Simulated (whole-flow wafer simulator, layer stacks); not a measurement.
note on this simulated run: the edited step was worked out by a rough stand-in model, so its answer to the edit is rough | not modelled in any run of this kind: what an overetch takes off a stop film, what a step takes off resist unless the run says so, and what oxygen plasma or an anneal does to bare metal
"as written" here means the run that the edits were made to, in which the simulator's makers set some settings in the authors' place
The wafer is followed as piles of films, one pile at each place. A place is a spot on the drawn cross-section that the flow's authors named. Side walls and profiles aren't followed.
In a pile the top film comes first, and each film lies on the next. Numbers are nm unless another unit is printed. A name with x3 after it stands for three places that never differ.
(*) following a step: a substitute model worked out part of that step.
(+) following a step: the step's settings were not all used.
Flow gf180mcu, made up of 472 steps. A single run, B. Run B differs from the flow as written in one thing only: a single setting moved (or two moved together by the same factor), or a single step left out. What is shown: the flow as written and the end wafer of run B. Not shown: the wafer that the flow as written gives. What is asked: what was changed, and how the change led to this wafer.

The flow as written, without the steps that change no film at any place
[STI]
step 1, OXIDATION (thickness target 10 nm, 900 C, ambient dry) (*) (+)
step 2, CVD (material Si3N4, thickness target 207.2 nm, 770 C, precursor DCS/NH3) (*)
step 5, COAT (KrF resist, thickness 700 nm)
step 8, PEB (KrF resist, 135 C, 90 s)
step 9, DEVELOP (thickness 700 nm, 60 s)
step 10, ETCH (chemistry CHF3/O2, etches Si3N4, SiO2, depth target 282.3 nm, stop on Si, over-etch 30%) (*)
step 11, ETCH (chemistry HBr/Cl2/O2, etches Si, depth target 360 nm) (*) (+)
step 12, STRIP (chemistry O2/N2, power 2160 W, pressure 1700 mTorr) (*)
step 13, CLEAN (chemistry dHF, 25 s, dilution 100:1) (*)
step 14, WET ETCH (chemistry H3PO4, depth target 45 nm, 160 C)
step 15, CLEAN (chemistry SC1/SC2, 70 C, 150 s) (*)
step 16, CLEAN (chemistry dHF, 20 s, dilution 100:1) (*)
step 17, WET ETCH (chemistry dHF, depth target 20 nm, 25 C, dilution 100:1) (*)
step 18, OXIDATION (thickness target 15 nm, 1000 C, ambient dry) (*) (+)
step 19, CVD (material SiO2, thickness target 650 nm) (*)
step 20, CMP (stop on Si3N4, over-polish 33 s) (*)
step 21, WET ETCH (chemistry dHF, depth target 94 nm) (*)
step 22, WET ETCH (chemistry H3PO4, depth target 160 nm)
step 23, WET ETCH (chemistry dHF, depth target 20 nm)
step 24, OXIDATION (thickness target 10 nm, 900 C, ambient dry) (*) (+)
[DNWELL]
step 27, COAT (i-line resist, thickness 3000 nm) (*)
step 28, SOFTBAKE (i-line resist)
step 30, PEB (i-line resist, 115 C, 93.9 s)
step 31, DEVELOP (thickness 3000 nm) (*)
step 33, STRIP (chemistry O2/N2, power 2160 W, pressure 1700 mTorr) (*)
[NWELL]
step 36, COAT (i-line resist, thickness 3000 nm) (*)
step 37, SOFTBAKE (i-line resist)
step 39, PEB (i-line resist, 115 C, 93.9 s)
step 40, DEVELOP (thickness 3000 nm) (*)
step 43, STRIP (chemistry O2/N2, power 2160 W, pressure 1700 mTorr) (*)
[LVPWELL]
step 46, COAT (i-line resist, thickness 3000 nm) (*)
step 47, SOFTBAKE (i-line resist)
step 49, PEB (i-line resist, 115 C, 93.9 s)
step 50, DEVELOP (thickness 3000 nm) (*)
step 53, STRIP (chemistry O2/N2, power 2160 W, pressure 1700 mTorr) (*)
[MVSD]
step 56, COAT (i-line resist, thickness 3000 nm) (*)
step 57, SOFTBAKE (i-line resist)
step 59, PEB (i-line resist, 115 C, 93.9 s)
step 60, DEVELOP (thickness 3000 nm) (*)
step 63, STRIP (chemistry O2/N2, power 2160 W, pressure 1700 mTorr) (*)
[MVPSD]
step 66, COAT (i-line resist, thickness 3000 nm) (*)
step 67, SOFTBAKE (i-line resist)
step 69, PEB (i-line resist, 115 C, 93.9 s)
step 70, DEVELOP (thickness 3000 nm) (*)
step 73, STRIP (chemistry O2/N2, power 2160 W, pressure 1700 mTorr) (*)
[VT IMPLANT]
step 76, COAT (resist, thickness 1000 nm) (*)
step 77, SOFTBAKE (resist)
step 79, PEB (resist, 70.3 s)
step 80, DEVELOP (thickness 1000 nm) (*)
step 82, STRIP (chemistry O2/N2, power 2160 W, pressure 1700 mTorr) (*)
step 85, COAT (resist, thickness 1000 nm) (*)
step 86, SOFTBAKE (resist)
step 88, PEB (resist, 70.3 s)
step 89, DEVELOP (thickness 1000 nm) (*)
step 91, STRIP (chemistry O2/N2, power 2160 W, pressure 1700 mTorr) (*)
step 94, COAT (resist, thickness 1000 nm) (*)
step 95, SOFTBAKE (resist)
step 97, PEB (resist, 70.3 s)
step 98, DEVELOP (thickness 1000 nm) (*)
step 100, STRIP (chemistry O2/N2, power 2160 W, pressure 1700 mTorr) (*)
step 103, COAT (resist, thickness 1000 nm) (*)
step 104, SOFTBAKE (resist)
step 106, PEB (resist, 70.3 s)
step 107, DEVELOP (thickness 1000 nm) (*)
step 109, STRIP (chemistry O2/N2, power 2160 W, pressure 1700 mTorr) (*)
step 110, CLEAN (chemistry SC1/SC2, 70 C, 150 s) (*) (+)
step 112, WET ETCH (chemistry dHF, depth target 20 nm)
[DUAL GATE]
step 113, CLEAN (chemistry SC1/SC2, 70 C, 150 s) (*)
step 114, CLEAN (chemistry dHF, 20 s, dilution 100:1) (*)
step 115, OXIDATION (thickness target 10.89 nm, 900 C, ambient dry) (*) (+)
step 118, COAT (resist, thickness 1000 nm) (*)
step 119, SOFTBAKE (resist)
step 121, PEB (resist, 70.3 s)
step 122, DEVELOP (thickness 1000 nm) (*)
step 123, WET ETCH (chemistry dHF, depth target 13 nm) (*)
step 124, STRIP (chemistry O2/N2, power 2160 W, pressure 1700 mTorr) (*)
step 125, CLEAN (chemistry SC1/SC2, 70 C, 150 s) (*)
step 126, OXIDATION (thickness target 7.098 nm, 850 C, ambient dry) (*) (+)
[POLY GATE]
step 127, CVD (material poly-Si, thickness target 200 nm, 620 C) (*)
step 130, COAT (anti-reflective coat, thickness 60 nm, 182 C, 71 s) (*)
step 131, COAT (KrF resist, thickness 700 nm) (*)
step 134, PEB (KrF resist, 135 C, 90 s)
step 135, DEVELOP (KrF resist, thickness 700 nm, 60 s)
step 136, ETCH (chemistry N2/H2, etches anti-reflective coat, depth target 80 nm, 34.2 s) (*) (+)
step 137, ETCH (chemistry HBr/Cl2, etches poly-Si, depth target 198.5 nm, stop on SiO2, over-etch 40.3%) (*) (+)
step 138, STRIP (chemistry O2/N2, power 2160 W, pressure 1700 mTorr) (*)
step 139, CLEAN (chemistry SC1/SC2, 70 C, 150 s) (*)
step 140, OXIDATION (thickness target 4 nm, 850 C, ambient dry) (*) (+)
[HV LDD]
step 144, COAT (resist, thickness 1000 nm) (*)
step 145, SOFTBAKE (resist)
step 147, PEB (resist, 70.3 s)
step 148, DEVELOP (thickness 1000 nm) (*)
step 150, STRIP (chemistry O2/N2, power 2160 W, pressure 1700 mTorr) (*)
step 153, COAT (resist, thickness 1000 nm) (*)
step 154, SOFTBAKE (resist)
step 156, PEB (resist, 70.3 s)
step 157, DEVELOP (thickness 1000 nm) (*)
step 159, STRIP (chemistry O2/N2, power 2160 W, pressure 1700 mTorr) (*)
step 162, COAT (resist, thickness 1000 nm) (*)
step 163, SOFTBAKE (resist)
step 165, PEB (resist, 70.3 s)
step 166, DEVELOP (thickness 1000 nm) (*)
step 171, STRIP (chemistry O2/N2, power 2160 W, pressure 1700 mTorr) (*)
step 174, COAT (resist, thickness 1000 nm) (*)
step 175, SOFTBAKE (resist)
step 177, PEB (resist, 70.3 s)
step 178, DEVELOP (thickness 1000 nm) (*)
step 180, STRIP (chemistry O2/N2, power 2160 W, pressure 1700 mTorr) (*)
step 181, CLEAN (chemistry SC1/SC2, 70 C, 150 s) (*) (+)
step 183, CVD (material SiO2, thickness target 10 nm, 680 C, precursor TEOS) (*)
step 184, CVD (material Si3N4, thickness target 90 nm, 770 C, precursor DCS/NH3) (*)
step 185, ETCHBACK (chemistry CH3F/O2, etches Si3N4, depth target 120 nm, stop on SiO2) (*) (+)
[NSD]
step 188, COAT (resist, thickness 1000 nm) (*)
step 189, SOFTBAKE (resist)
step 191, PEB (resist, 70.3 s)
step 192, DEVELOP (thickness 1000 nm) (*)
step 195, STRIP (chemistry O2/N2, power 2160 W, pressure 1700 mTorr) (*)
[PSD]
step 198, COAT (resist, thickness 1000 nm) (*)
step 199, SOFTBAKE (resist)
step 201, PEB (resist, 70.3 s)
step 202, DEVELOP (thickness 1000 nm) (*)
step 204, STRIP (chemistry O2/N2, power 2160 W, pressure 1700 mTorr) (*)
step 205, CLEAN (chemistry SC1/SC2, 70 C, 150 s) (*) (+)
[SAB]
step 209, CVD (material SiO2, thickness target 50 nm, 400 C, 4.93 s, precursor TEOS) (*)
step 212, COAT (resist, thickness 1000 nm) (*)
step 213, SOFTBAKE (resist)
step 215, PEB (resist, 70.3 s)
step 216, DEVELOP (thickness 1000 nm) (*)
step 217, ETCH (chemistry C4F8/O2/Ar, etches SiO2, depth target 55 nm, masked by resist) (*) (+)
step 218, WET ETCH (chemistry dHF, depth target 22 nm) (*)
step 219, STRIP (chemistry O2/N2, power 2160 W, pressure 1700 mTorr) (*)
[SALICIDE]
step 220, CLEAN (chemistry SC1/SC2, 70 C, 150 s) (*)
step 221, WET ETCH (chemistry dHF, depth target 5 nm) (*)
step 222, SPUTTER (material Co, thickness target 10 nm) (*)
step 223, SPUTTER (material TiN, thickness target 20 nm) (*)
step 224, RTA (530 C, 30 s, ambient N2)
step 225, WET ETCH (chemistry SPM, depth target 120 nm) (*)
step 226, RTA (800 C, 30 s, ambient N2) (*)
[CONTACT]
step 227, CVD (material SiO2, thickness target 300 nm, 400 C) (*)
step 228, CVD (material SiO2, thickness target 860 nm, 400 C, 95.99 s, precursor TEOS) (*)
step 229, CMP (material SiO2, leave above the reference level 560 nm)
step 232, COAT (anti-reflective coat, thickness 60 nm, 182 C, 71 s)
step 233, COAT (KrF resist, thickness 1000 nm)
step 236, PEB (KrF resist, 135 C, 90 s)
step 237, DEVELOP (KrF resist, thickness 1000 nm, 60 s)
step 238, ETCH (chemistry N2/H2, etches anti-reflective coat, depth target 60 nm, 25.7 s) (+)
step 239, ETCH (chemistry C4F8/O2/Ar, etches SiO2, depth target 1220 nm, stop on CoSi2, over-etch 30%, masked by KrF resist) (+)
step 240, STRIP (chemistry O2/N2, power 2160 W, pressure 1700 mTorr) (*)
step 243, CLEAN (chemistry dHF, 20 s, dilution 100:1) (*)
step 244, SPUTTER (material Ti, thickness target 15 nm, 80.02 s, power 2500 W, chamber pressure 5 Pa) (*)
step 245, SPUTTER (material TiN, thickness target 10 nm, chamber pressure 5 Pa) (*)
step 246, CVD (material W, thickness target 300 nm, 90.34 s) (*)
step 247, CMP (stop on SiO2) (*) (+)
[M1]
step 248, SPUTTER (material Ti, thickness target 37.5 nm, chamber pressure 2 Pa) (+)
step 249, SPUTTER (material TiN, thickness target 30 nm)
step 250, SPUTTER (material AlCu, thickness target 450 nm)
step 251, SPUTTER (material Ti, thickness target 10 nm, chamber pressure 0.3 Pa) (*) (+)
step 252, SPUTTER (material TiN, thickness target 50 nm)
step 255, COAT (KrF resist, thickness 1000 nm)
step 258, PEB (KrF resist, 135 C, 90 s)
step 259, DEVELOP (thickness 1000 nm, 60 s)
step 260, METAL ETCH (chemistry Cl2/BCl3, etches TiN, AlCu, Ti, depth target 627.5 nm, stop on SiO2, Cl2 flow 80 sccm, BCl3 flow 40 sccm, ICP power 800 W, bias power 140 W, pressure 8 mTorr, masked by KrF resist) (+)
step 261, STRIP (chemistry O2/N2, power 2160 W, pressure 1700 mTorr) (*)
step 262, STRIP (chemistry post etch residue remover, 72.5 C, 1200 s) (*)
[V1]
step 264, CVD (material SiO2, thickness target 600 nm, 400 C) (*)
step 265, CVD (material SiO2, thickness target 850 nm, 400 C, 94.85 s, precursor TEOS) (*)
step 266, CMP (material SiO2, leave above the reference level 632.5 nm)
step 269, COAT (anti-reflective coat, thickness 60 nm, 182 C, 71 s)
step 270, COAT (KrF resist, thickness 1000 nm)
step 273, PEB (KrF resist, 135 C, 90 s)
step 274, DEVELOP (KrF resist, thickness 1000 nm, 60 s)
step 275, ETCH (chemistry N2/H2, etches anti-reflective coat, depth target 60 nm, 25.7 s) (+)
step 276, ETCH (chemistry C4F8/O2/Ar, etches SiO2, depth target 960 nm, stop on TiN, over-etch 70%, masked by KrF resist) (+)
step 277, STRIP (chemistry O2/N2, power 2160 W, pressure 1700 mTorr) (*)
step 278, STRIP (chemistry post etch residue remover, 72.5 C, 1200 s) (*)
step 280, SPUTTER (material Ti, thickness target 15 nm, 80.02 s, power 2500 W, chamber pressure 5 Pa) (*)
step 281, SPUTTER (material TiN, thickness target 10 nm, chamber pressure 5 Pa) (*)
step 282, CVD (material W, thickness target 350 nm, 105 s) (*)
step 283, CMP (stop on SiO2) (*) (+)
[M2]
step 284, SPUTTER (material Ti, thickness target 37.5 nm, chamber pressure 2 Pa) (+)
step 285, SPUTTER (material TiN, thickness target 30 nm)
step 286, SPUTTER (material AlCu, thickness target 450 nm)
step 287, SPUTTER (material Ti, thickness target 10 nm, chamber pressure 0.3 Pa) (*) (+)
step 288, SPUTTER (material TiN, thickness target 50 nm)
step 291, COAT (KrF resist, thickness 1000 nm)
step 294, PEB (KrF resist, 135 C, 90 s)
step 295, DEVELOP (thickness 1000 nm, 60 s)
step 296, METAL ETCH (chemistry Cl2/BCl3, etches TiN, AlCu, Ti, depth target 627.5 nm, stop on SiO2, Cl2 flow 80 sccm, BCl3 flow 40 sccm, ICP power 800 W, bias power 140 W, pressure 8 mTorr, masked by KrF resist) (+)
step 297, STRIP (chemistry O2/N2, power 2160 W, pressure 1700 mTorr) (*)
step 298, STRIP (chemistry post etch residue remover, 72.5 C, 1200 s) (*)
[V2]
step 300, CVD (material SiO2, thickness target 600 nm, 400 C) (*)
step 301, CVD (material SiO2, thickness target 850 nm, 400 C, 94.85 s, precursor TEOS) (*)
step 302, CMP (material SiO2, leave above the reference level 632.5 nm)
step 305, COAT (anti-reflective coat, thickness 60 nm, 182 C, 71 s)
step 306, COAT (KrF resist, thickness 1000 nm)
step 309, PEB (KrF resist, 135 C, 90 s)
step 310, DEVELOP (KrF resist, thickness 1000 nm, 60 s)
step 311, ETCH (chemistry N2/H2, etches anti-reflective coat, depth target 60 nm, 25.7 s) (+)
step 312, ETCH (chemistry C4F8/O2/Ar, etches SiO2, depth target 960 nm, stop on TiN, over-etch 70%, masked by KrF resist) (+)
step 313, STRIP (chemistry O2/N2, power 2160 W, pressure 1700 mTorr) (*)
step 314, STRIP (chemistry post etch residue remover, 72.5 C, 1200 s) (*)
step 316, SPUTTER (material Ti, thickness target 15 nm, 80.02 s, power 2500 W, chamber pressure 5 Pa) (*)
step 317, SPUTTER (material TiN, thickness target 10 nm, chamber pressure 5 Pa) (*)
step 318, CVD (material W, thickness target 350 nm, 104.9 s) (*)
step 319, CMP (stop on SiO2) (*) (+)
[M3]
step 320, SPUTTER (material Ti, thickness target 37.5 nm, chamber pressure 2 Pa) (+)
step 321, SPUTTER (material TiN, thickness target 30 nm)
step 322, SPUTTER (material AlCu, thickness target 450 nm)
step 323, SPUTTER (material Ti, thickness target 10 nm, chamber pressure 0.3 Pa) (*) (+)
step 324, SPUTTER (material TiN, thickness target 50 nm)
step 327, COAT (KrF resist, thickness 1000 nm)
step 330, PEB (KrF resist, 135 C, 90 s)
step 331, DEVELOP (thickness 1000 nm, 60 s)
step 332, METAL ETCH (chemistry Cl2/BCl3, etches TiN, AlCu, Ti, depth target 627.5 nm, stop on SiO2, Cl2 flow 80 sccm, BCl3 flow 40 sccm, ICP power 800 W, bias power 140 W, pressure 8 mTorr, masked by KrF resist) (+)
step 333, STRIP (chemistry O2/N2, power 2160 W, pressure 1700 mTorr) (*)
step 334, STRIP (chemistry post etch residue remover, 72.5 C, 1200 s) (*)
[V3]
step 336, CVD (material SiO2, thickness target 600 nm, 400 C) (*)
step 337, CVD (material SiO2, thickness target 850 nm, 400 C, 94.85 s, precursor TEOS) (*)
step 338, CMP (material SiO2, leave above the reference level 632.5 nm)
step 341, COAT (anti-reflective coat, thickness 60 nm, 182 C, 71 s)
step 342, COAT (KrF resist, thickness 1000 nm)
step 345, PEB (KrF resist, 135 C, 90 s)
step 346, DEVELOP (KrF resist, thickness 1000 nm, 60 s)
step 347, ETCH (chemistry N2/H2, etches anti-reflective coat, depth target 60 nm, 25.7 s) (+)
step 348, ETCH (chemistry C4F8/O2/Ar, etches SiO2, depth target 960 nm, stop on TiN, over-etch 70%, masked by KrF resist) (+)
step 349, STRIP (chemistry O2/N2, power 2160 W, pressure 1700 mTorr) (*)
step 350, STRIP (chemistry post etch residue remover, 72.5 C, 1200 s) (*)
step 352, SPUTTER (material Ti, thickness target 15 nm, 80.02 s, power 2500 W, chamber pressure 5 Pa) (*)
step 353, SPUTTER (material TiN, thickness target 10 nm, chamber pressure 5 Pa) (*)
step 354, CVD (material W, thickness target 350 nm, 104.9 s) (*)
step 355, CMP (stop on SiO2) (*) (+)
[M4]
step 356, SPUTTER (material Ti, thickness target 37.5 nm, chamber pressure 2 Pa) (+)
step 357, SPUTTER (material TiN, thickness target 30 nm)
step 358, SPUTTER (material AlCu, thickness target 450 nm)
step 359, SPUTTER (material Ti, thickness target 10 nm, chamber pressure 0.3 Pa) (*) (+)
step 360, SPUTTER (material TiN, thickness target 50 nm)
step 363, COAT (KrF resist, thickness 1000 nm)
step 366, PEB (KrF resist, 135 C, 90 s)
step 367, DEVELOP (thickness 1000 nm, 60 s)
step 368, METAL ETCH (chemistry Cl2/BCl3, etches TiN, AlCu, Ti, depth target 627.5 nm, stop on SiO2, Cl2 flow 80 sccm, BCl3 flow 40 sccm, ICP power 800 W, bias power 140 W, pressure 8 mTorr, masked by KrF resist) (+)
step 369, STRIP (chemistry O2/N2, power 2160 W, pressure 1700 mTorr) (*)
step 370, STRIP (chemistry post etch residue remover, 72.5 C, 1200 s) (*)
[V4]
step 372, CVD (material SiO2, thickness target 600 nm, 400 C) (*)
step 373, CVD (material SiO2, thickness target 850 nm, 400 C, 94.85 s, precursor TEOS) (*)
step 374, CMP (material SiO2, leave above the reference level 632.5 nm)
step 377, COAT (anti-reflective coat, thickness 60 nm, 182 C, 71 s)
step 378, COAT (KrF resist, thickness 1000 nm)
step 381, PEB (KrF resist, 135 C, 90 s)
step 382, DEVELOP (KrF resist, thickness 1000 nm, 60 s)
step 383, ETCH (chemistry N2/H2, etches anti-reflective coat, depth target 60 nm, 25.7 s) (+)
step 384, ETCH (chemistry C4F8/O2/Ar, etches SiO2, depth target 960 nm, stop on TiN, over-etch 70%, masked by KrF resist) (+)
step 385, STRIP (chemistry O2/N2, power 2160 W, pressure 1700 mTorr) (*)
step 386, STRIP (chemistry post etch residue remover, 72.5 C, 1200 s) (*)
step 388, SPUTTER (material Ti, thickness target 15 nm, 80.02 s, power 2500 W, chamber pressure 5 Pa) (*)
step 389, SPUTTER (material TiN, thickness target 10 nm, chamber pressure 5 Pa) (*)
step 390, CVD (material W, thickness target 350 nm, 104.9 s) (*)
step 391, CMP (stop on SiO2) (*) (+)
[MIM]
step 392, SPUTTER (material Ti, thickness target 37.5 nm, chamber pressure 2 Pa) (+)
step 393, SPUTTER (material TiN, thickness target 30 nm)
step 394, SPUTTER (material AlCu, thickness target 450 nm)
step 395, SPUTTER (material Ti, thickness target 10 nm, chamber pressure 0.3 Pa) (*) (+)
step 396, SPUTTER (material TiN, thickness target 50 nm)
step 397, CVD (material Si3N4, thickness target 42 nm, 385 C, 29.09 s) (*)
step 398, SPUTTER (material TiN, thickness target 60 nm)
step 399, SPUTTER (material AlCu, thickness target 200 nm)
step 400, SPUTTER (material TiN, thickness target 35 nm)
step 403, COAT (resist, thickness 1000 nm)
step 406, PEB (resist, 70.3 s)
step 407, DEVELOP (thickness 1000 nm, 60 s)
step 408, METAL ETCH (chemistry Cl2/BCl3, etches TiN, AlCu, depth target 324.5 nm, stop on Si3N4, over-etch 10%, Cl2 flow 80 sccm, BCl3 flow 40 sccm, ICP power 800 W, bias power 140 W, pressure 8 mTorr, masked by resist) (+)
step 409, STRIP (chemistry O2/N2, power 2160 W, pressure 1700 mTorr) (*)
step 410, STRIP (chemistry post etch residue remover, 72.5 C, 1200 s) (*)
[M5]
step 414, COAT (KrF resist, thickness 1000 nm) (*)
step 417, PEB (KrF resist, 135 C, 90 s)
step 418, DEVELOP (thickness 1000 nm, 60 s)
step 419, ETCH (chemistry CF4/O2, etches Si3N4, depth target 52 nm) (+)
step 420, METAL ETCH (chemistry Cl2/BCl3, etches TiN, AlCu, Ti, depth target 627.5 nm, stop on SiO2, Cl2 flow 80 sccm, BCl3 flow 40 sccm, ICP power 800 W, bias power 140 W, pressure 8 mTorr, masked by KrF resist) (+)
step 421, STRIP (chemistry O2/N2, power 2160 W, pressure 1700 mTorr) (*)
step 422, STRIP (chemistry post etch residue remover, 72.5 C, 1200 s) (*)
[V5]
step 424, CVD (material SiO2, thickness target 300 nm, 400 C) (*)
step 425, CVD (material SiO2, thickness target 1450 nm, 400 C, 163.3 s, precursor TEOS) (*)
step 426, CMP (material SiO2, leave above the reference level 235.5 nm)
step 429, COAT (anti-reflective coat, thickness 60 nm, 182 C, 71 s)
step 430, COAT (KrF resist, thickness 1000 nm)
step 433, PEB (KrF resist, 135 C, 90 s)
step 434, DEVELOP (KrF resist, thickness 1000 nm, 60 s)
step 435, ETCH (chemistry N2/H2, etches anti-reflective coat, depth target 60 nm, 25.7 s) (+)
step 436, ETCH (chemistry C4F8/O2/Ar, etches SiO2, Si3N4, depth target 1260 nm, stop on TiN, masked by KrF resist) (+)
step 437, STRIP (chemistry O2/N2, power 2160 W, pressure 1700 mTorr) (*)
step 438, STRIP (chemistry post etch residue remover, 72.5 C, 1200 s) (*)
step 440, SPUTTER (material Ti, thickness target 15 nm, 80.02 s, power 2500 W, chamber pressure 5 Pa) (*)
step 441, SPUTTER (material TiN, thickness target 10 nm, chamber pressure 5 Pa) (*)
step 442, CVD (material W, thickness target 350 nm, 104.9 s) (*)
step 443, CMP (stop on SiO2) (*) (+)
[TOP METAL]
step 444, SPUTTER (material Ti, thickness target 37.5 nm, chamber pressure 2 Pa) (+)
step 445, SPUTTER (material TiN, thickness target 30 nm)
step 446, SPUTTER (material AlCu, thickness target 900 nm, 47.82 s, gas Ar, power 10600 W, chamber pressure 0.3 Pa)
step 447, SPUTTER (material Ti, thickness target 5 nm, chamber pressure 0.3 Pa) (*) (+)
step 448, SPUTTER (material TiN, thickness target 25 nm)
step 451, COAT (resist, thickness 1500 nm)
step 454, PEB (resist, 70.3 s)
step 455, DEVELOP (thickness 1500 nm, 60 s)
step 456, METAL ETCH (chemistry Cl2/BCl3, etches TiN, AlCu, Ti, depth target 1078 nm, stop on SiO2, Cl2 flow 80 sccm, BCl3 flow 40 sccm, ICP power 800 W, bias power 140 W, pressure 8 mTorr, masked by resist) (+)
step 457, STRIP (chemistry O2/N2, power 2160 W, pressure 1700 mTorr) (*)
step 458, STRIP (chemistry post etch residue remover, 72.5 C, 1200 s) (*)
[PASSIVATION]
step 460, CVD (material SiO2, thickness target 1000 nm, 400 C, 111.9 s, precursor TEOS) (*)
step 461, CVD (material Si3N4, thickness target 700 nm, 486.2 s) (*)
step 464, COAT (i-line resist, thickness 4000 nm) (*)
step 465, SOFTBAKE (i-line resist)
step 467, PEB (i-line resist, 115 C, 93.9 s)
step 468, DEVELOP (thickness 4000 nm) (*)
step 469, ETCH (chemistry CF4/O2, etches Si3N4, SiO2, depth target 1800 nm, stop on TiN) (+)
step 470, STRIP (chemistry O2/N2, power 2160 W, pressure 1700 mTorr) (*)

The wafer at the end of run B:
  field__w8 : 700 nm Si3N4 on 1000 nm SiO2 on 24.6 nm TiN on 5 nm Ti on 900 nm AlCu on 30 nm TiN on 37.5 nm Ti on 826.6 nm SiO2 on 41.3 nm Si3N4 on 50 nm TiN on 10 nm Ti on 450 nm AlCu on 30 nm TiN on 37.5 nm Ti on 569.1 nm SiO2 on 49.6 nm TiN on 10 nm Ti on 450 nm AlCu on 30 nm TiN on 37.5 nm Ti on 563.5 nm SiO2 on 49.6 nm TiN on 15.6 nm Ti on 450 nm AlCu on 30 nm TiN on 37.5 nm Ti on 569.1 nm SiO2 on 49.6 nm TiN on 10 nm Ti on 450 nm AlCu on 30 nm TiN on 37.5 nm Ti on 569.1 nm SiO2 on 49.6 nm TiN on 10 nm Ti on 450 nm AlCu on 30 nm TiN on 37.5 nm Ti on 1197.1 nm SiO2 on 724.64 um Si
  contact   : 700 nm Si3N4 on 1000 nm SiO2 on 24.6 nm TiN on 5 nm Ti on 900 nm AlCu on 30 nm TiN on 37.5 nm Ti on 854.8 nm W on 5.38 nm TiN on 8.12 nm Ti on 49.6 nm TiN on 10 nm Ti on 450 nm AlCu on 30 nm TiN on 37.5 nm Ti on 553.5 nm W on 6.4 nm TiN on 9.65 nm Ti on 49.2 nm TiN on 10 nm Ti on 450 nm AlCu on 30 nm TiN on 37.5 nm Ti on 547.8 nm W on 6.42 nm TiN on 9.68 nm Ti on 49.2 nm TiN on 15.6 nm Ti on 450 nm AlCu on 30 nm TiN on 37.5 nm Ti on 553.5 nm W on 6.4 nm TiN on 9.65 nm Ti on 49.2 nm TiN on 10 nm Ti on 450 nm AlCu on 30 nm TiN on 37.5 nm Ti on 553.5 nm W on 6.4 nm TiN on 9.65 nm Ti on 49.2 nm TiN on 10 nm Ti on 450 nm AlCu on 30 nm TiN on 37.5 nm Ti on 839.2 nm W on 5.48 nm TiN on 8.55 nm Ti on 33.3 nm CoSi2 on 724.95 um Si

What caused this: step 323, SPUTTER: thickness target 15.6 nm was run, whereas the flow has thickness target 10 nm.
One can read it off the wafer: field__w8 has Ti 15.6, and step 323 as written asks for 10 nm.

Step by step, how the change led to this:
  step 323, SPUTTER (material Ti, thickness target 10 nm, chamber pressure 0.3 Pa) (*) (+)
      field, field__w1, field__w2 and 108 more: Ti gains 15.6 (new film) (it would be, as written: Ti gains 10 (new film))
  step 332, METAL ETCH (chemistry Cl2/BCl3, etches TiN, AlCu, Ti, depth target 627.5 nm, stop on SiO2, Cl2 flow 80 sccm, BCl3 flow 40 sccm, ICP power 800 W, bias power 140 W, pressure 8 mTorr, masked by KrF resist) (+)
      field, field__w1, field__w2 and 103 more: TiN loses 50 (all of it), Ti loses 15.6 (all of it), AlCu loses 450 (all of it), TiN loses 30 (all of it), Ti loses 37.5 (all of it) (it would be, as written: TiN loses 50 (all of it), Ti loses 10 (all of it), AlCu loses 450 (all of it), TiN loses 30 (all of it), Ti loses 37.5 (all of it))
